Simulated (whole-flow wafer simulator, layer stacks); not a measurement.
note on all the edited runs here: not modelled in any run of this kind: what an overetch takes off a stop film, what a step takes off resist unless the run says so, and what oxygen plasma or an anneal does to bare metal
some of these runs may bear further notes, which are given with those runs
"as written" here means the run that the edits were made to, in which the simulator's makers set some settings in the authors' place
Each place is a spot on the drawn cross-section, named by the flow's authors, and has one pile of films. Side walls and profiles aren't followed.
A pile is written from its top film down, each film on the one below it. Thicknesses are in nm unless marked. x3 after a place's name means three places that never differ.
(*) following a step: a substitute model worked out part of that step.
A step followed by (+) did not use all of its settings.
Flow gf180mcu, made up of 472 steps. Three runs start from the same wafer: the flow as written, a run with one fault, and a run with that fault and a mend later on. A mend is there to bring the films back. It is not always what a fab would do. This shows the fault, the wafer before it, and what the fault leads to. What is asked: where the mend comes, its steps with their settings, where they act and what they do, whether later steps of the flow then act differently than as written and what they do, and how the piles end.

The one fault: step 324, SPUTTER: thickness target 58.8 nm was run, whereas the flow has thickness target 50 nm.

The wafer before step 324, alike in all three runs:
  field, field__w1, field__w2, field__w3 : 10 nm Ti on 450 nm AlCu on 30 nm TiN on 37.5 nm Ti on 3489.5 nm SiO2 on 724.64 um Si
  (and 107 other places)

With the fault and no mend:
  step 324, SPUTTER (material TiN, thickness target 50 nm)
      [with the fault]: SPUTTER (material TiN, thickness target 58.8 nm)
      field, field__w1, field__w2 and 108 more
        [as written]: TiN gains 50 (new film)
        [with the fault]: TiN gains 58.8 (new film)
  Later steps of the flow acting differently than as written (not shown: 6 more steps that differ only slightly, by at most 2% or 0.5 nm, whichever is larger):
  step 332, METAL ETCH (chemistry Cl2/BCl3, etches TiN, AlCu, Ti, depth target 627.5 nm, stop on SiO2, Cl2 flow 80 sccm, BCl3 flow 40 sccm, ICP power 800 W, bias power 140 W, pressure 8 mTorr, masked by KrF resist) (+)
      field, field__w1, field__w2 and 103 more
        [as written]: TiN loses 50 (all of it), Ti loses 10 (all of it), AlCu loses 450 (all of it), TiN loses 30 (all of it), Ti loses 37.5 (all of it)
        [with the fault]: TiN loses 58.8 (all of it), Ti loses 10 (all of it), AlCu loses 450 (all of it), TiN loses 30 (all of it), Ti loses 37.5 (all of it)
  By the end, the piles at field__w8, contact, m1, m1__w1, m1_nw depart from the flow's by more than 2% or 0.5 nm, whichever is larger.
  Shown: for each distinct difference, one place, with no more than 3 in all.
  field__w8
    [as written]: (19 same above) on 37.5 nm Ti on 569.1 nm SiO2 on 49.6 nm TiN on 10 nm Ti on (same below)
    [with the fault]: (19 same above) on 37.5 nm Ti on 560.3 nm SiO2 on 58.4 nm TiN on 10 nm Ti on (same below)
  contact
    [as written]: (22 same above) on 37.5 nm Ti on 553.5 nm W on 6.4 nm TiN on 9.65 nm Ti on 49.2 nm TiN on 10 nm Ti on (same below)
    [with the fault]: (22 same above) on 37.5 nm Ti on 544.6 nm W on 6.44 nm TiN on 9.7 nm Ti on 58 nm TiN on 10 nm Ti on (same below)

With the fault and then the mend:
  The mend follows step 331.
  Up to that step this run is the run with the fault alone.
  step 331a, STRIP (chemistry O2/N2, power 2160 W, pressure 1700 mTorr) (*)
      field__w8, contact, m1, m1__w1, m1_nw
        KrF resist loses 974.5 (all of it)
  step 331b, METAL ETCH (chemistry Cl2/BCl3, etches TiN, AlCu, Ti, depth target 8.8 nm, Cl2 flow 80 sccm, BCl3 flow 40 sccm, ICP power 800 W, bias power 140 W, pressure 8 mTorr) (the flow's step 260 again, with other settings)
      field, field__w1, field__w2 and 108 more
        TiN loses 8.8
  step 331c, HMDS (120 C, 60 s) (the flow's step 326 again)
      does not change any film at any place that is followed
  step 331d, COAT (KrF resist, thickness 1000 nm) (the flow's step 327 again)
      field, field__w1, field__w2 and 108 more
        KrF resist gains 1000 (new film)
  step 331e, SOFTBAKE (KrF resist) (the flow's step 328 again)
      does not change any film at any place that is followed
  step 331f, EXPOSE (photomask Metal3) (the flow's step 329 again)
      does not change any film at any place that is followed
  step 331g, PEB (KrF resist, 135 C, 90 s) (the flow's step 330 again)
      field, field__w1, field__w2 and 108 more
        KrF resist loses 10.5
  step 331h, DEVELOP (thickness 1000 nm, 60 s) (the flow's step 331 again)
      field, field__w1, field__w2 and 103 more
        KrF resist loses 989.5 (all of it)
      field__w8, contact, m1, m1__w1, m1_nw
        KrF resist loses 14.9
  Later steps of the flow that are run all act as written at every place that is followed.
  At every place that both follow, the piles at the end match the flow's.
